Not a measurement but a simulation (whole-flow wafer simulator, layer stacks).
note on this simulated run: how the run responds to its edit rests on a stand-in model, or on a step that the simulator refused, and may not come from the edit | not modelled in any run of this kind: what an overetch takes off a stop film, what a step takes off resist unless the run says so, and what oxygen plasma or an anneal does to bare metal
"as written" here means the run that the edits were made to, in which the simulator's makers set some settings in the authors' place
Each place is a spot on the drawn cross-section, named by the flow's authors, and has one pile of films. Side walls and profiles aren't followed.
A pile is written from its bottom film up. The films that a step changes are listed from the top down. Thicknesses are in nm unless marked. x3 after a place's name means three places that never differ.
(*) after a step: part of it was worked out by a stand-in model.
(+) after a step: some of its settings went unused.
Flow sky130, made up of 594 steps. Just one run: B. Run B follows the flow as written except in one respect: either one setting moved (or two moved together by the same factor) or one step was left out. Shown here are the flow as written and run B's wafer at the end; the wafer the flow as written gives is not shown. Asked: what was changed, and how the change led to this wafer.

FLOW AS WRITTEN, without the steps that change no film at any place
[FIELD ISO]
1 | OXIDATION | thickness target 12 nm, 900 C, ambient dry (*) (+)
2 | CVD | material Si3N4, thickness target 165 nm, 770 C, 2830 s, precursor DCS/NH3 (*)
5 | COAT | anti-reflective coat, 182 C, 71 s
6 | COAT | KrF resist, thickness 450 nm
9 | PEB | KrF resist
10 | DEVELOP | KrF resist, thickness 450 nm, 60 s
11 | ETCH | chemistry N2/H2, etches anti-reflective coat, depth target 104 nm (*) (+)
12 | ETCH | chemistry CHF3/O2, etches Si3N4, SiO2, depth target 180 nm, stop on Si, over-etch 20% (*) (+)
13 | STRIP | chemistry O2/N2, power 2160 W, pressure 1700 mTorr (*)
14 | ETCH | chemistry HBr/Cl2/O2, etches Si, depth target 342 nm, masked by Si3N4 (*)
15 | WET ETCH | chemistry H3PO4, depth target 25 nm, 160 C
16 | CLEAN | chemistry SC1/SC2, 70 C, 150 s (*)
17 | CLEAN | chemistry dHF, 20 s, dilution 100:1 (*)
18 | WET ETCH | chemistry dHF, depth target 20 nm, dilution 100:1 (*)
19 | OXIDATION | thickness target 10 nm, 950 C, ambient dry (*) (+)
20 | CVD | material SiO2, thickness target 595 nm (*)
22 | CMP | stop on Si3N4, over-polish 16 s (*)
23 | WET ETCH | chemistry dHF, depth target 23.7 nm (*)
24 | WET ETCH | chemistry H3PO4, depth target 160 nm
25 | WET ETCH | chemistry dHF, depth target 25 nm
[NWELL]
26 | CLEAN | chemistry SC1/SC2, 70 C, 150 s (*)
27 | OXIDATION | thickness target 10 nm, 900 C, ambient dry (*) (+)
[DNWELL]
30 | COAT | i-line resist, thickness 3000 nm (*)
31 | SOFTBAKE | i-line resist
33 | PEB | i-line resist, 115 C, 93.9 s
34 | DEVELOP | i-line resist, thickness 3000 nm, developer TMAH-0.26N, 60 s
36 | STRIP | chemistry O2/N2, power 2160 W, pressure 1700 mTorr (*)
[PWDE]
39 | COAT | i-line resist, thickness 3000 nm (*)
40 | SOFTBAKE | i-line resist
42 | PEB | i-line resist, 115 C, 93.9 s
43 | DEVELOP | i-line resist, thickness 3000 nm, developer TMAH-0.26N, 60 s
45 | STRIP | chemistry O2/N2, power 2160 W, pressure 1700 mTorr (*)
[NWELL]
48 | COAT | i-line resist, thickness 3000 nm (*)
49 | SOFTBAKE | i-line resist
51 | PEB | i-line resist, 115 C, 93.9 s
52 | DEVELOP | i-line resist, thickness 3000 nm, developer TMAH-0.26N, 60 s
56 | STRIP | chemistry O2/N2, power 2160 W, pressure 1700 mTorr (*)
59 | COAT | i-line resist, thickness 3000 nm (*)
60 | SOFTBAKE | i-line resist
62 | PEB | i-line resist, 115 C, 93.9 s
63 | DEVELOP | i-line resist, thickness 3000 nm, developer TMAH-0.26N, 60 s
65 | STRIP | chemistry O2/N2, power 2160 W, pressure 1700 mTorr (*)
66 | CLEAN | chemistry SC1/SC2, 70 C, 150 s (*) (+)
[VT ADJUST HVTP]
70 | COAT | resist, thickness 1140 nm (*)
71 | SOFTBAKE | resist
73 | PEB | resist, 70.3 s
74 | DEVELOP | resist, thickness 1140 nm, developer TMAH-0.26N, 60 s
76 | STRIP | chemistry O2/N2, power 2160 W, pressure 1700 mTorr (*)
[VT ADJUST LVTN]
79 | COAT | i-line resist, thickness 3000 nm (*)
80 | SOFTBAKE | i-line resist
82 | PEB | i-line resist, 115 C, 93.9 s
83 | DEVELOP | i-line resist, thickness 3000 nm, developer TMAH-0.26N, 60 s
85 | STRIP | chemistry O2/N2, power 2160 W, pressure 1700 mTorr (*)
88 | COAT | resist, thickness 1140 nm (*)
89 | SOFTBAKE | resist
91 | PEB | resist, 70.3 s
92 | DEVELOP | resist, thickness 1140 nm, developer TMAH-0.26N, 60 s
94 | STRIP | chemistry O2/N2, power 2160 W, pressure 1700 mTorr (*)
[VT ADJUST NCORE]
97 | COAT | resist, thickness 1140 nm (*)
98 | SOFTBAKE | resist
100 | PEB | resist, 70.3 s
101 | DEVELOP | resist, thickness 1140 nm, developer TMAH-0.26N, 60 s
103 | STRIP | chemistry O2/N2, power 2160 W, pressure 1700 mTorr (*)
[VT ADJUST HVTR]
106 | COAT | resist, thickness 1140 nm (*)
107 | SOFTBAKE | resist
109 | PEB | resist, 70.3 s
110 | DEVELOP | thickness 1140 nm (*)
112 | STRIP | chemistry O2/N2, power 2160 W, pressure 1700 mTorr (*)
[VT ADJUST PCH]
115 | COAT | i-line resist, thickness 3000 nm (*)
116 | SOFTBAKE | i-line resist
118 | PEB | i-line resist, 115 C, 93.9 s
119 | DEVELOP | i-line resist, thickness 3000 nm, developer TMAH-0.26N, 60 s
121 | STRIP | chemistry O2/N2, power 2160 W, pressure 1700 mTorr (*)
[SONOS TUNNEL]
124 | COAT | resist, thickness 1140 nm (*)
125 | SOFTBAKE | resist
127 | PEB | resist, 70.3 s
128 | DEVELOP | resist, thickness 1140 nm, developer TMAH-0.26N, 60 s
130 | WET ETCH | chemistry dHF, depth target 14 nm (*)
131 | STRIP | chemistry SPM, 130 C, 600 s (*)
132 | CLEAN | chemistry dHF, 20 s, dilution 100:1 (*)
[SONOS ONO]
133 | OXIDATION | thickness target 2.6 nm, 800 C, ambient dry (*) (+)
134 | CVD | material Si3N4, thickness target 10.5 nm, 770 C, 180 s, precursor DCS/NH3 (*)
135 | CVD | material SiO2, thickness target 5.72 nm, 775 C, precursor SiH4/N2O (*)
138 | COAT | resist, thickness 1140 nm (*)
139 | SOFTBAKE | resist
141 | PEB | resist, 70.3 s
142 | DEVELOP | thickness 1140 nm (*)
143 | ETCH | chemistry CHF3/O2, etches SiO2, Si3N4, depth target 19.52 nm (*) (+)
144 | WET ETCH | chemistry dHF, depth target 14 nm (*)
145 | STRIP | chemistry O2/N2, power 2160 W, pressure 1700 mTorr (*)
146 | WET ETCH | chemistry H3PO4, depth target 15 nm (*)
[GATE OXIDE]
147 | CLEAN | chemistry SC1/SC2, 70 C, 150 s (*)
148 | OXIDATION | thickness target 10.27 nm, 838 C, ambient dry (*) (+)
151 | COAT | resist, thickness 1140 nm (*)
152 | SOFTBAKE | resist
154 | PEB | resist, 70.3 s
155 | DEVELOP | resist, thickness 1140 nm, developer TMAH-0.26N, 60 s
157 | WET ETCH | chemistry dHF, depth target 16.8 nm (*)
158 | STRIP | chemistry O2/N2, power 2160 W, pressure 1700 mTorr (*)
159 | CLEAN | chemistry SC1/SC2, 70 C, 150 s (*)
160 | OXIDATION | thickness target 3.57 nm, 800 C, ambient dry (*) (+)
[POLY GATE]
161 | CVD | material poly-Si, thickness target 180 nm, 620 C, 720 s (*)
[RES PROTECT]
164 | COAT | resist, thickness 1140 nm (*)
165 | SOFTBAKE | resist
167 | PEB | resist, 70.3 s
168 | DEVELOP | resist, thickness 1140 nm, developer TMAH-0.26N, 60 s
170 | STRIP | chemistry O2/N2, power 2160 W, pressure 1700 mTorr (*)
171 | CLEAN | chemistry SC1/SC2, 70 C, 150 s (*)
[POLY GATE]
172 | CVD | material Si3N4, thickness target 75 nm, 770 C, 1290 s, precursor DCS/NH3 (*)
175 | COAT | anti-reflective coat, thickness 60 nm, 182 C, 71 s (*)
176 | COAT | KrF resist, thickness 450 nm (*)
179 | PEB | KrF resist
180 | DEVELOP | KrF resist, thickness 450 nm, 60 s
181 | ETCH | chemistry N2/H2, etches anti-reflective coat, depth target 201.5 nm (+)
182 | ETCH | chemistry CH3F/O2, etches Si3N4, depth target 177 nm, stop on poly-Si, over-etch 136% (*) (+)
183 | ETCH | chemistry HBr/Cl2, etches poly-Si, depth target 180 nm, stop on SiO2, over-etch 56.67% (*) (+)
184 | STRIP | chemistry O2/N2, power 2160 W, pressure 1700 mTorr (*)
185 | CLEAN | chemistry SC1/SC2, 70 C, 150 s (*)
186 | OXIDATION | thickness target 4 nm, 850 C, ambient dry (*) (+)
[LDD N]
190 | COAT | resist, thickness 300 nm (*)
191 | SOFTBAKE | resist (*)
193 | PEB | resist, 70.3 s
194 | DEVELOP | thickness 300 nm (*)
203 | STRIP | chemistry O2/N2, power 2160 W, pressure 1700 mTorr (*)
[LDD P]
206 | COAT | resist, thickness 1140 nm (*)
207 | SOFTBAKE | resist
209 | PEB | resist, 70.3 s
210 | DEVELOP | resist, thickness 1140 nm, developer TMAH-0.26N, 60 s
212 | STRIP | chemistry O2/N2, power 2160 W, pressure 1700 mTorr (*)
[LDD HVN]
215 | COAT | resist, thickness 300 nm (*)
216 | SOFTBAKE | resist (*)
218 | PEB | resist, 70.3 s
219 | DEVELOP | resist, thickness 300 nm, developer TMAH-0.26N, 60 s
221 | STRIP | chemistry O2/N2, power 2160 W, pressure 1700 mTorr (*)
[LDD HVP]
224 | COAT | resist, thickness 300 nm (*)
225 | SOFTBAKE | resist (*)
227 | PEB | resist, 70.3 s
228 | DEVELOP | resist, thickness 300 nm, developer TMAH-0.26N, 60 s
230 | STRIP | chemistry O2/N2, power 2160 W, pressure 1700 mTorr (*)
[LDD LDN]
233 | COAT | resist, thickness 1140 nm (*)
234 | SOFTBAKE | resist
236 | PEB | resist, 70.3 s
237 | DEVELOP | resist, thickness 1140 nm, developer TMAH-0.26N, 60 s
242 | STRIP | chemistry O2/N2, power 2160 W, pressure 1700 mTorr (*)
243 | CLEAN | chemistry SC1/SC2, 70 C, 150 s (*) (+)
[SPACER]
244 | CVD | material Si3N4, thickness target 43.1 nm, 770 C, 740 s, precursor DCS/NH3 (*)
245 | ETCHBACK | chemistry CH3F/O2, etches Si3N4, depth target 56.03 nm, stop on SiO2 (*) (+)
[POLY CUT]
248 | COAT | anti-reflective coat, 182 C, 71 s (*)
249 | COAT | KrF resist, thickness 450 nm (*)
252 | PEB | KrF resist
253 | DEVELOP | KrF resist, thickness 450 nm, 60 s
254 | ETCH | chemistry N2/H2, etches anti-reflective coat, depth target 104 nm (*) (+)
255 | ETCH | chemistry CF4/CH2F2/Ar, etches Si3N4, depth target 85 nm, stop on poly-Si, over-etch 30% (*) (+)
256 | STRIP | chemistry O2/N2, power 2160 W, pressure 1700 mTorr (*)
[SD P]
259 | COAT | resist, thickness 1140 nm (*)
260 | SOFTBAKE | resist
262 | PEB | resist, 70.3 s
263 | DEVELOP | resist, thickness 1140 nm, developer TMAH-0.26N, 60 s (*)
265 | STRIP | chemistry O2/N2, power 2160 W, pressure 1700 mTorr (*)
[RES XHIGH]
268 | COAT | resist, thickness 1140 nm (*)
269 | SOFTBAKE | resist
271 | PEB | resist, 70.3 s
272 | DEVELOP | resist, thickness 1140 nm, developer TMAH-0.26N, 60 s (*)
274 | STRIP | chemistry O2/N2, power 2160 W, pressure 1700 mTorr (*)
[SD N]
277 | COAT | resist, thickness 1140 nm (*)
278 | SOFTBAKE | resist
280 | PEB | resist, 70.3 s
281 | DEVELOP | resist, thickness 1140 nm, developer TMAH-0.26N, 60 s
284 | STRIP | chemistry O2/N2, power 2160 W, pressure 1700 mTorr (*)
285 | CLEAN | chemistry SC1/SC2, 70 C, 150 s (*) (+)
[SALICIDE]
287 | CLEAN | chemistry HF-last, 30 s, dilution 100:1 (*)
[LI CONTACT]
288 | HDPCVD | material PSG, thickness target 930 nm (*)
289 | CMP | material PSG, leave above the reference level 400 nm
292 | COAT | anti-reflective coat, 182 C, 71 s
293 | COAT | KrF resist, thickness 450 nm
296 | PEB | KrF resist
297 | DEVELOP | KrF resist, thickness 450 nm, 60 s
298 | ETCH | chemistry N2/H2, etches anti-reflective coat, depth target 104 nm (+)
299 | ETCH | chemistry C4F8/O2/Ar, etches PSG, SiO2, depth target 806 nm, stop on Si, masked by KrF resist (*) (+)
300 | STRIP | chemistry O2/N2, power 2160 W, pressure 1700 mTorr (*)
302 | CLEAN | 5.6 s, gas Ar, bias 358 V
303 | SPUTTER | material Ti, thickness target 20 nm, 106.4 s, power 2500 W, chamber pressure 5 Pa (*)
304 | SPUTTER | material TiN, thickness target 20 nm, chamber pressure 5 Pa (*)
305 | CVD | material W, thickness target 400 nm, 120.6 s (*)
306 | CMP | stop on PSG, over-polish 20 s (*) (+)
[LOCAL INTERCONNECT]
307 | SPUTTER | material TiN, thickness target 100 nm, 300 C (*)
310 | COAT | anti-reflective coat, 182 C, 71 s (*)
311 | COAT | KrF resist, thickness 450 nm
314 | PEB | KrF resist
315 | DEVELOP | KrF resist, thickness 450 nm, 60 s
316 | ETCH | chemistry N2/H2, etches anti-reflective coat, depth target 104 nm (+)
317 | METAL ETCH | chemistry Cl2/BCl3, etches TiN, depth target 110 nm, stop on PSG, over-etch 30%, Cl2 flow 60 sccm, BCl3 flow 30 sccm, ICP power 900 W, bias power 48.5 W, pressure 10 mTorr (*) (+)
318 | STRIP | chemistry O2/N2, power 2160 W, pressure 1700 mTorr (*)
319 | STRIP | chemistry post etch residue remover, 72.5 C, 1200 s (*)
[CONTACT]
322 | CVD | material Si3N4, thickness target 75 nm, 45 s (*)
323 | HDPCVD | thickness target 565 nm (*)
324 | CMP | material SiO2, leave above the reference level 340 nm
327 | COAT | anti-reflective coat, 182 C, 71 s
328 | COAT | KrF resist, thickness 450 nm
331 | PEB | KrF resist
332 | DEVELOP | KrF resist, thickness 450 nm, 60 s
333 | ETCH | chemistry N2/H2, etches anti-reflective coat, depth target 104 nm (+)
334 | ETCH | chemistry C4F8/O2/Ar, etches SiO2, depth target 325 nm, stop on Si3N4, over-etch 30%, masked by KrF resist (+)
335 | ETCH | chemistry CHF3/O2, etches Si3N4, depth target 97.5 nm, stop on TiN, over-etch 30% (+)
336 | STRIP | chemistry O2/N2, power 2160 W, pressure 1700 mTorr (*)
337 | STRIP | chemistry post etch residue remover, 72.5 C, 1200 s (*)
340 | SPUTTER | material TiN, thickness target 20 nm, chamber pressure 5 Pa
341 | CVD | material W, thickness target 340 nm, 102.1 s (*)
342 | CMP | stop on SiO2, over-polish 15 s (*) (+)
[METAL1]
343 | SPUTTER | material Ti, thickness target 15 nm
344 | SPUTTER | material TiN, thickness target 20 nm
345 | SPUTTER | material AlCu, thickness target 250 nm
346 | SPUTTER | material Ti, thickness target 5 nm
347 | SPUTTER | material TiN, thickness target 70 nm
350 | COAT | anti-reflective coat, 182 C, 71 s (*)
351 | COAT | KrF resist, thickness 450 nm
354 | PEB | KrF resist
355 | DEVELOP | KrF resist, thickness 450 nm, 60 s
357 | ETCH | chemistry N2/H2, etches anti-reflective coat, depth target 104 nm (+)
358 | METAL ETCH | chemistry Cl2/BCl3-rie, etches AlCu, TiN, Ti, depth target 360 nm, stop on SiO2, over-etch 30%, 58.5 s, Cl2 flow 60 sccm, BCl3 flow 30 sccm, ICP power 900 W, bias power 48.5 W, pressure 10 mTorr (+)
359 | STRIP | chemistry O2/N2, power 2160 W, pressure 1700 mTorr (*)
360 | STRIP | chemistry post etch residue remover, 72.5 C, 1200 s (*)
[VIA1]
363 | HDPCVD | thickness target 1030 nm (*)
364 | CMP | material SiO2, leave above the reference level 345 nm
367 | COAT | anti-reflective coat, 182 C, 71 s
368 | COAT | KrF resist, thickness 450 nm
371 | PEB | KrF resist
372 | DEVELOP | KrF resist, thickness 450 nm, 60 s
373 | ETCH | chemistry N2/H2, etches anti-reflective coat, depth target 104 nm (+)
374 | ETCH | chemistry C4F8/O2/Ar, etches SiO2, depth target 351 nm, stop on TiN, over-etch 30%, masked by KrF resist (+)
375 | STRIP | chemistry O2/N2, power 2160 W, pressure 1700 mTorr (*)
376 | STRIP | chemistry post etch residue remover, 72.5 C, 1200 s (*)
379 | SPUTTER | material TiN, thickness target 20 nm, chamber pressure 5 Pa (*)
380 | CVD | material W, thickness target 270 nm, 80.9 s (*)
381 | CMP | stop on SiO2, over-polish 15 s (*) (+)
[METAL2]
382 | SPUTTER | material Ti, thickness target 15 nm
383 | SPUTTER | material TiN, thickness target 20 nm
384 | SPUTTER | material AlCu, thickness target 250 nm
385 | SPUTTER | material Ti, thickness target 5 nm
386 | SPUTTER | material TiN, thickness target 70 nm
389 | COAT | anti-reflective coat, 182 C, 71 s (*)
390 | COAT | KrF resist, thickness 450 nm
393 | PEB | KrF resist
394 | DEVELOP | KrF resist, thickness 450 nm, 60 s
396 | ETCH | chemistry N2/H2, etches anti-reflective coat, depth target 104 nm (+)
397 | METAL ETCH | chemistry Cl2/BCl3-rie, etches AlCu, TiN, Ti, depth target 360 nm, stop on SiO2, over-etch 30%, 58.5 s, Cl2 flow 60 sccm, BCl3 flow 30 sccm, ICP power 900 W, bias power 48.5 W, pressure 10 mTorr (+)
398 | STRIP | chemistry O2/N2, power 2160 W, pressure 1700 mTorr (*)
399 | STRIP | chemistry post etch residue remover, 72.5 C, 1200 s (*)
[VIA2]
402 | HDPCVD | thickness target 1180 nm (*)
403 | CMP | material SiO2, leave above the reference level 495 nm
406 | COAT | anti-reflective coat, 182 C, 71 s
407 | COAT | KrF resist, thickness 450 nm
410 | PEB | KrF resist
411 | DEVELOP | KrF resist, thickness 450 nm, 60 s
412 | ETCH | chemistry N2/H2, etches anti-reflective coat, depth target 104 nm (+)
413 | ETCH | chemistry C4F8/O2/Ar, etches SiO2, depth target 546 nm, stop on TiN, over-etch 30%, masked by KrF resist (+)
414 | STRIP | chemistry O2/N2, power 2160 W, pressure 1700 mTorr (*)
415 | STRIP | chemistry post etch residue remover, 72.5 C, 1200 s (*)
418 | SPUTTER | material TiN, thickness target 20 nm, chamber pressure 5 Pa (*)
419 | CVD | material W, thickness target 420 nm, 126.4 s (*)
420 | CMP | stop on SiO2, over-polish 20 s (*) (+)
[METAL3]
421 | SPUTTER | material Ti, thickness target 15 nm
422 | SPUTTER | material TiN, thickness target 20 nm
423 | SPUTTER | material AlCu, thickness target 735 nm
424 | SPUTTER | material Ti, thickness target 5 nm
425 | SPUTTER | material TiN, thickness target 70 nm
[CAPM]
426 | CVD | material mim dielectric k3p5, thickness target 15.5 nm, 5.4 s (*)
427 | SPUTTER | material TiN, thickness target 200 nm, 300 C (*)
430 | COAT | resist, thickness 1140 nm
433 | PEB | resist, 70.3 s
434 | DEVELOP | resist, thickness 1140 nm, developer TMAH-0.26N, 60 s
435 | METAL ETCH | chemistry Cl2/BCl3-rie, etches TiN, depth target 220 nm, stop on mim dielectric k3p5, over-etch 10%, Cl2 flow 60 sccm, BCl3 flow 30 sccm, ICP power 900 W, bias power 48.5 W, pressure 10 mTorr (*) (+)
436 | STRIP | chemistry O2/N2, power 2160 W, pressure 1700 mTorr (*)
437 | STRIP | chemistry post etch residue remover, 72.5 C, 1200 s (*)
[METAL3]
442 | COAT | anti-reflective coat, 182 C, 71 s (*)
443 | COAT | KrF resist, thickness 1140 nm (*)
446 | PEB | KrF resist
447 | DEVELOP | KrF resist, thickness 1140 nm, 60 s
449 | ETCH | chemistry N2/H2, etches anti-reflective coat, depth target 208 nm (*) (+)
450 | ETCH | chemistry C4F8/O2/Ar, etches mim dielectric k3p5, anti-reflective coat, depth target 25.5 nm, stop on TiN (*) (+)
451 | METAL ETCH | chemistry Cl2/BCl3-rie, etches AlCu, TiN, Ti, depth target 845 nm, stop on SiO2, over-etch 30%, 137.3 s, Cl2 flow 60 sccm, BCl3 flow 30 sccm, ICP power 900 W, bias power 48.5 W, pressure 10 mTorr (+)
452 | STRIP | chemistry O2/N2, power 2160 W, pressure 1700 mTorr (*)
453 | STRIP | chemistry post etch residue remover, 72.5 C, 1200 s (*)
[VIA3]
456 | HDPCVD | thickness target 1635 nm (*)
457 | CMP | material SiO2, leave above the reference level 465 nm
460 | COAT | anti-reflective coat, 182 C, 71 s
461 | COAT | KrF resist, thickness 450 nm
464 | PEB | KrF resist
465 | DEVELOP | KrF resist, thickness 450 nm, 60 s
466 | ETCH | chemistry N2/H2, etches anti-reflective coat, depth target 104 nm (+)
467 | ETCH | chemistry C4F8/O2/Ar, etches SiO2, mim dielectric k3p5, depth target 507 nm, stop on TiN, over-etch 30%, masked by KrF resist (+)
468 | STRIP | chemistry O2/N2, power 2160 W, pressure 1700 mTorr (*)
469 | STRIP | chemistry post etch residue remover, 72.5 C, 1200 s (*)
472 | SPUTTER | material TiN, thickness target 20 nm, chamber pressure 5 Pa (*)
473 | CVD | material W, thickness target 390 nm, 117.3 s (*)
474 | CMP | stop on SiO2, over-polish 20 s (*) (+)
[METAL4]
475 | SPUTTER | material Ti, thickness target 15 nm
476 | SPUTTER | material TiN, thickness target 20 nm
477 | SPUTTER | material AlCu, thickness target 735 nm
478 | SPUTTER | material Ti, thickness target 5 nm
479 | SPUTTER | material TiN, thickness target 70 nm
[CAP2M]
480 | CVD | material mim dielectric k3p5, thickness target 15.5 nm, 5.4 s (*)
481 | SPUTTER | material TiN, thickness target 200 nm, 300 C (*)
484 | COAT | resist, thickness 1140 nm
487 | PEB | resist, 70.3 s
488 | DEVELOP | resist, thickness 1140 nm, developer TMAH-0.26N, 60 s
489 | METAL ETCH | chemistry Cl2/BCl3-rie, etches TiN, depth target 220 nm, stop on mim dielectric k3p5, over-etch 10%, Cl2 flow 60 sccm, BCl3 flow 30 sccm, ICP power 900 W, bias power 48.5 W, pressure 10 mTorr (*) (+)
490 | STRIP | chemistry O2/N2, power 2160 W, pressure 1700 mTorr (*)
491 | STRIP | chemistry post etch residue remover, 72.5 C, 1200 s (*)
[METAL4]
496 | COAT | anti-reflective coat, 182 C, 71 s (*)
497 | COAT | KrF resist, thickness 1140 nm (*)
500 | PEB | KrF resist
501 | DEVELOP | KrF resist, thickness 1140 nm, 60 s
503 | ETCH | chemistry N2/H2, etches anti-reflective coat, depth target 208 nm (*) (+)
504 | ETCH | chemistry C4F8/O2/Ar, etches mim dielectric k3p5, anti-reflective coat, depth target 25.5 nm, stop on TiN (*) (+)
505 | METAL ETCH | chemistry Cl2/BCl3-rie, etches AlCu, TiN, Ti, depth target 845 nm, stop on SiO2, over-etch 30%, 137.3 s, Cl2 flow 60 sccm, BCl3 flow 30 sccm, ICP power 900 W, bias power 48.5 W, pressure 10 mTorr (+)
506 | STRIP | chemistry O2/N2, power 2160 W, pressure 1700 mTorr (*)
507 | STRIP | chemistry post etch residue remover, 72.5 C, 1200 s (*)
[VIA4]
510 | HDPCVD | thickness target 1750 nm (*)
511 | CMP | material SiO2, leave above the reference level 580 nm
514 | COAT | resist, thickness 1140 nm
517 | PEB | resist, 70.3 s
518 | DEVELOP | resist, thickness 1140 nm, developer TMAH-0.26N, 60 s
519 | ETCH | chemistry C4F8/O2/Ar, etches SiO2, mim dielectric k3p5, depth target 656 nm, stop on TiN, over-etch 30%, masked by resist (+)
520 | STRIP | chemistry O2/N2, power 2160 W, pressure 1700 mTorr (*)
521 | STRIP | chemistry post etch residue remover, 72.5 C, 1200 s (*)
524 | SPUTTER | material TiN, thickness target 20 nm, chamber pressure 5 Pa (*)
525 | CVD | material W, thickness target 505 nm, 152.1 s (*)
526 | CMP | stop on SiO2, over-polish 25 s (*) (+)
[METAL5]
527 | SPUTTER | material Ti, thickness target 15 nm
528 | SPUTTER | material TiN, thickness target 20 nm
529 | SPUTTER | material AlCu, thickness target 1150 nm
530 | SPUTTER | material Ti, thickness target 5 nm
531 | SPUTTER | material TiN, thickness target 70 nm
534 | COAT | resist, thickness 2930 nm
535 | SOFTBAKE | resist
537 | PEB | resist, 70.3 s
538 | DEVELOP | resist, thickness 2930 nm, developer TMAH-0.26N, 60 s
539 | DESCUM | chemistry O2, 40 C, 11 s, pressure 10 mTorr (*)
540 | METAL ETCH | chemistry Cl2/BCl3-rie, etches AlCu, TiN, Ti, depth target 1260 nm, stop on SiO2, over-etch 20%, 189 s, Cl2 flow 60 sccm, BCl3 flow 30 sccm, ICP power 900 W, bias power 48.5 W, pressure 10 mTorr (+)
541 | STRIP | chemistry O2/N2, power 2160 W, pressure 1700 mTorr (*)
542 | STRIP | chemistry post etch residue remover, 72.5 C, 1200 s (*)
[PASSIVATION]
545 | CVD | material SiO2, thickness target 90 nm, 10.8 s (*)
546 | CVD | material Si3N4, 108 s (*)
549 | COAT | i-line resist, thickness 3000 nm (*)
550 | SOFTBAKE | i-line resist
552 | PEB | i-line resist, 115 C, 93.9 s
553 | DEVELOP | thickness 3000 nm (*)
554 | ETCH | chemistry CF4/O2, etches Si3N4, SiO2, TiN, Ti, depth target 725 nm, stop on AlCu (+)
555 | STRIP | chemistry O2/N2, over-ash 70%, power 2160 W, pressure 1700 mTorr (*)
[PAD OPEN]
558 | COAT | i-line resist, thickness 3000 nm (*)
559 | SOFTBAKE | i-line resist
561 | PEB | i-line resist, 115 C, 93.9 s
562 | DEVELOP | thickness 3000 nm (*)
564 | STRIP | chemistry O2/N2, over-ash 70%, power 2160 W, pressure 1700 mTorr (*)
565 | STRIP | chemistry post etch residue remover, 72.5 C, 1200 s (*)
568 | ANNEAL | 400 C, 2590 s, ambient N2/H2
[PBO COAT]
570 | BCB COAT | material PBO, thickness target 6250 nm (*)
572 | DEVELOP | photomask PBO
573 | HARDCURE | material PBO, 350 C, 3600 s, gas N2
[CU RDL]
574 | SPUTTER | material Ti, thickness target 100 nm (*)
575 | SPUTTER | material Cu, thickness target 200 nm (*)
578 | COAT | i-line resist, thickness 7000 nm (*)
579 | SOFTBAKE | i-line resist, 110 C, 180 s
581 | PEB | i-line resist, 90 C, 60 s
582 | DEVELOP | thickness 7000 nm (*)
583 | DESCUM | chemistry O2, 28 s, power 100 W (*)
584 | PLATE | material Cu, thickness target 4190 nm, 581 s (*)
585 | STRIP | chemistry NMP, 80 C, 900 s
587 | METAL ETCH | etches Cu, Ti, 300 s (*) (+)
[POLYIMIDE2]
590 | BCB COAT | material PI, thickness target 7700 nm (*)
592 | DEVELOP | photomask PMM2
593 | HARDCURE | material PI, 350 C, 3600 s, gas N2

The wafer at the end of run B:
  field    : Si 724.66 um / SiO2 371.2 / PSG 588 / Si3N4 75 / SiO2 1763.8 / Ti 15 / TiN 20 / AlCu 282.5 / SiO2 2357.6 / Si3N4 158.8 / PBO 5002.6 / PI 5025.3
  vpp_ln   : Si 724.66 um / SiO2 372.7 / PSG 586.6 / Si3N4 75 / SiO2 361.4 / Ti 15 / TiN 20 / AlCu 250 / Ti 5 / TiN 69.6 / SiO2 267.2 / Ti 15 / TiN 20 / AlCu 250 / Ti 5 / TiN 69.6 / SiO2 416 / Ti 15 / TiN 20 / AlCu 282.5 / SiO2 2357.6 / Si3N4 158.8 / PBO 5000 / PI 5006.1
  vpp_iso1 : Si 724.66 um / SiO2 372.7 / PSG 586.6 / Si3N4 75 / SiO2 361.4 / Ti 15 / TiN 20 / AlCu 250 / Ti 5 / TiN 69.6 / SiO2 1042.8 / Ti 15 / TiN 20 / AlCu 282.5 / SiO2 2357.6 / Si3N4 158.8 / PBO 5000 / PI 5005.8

Cause: step 451, METAL ETCH: depth target 401.4 nm was run, whereas the flow has depth target 845 nm; step 451, METAL ETCH: 65.2 s was run, where the flow has 137.3 s.

Step by step, how the change led to this:
  451 | METAL ETCH | chemistry Cl2/BCl3-rie, etches AlCu, TiN, Ti, depth target 845 nm, stop on SiO2, over-etch 30%, 137.3 s, Cl2 flow 60 sccm, BCl3 flow 30 sccm, ICP power 900 W, bias power 48.5 W, pressure 10 mTorr (+)
      field, gate, spacer and 68 more: TiN loses 70 (all of it), Ti loses 5 (all of it), AlCu loses 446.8 (in the flow as written it would be: TiN loses 70 (all of it), Ti loses 5 (all of it), AlCu loses 735 (all of it), TiN loses 20 (all of it), Ti loses 15 (all of it), SiO2 loses 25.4)
      active, vpp_ln, vpp_iso2 and 11 more: TiN loses 70 (all of it), Ti loses 5 (all of it), AlCu loses 446.8 (in the flow as written it would be: TiN loses 70 (all of it), Ti loses 5 (all of it), AlCu loses 735 (all of it), TiN loses 20 (all of it), Ti loses 15 (all of it), SiO2 loses 25.3)
      (as well as at 107 more places)
  452 | STRIP | chemistry O2/N2, power 2160 W, pressure 1700 mTorr (*)
      dice_street, pplus_nw, sd_hvn and 66 more: KrF resist loses 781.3 (all of it), anti-reflective coat loses 80 (all of it) (in the flow as written it would be: KrF resist loses 492.9 (all of it), anti-reflective coat loses 80 (all of it))
      n_well, p_well, gate_hv and 13 more: KrF resist loses 781.2 (all of it), anti-reflective coat loses 80 (all of it) (in the flow as written it would be: KrF resist loses 492.9 (all of it), anti-reflective coat loses 80 (all of it))
      (as well as at 22 more places)
  453 | STRIP | chemistry post etch residue remover, 72.5 C, 1200 s (*)
      field, active, gate and 82 more: AlCu loses 5.72 (in the flow as written it would be: nothing)
  456 | HDPCVD | thickness target 1635 nm (*)
      field, active, gate and 82 more: SiO2 gains 1635 (new film) (in the flow as written it would be: SiO2 gains 1635)
  457 | CMP | material SiO2, leave above the reference level 465 nm
      field, active, gate and 82 more: SiO2 loses 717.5 (in the flow as written it would be: SiO2 loses 374.7)
If metal films that touch count as one body, field has 1 body; the flow as written gives 0 bodies.
If metal films that touch count as one body, vpp_ln has 3 bodies (between them, from the top down: SiO2 416; SiO2 267.2); the flow as written gives 2 bodies (between them, from the top down: SiO2 267.2).
If metal films that touch count as one body, vpp_iso1 has 2 bodies (between them, from the top down: SiO2 1042.8); the flow as written gives 1 body.
